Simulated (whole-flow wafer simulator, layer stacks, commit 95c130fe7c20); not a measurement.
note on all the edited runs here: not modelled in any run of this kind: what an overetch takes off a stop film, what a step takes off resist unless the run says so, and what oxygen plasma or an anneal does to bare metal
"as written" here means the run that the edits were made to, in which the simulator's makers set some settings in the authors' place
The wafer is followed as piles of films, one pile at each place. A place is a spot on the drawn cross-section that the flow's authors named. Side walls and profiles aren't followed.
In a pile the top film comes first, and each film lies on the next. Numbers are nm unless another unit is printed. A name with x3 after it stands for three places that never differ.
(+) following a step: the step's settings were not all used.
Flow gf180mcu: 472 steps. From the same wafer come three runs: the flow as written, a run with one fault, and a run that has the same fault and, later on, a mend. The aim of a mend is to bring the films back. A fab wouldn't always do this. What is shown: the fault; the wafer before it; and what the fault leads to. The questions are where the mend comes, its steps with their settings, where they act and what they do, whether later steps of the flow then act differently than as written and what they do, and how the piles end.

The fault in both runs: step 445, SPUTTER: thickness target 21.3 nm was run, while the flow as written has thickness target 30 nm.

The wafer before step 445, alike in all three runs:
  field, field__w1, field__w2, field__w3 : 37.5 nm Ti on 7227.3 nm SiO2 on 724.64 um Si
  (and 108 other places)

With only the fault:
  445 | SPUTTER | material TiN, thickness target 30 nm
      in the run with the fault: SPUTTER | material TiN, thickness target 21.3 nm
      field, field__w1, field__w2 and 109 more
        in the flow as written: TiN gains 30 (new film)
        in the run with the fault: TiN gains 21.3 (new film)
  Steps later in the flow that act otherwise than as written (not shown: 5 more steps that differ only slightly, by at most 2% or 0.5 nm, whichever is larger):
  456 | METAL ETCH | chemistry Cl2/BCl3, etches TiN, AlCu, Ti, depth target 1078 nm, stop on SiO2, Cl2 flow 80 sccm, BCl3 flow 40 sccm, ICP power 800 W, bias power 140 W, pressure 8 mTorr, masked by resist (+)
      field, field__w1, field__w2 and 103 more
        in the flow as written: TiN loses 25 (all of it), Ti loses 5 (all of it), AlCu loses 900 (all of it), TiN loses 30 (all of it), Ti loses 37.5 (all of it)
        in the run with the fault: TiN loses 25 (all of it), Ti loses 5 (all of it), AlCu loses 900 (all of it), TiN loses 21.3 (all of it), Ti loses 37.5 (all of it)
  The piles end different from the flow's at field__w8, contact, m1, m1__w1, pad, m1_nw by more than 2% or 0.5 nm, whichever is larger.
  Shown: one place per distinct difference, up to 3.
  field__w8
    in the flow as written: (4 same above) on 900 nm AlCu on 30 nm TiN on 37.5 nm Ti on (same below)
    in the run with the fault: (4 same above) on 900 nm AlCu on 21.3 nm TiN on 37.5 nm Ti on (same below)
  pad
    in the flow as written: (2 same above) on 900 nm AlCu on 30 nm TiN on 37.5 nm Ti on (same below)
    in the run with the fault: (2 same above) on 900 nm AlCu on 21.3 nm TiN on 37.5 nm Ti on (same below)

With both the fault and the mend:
  The mend stands after step 445.
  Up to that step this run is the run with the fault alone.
  445a | SPUTTER | material TiN, thickness target 8.7 nm (a further turn of the flow's step 445, with different settings)
      field, field__w1, field__w2 and 109 more
        TiN gains 8.7
  None of the later steps of the flow acts differently than as written at any place that is followed.
  By the end, the piles equal the flow's at every place that both follow.
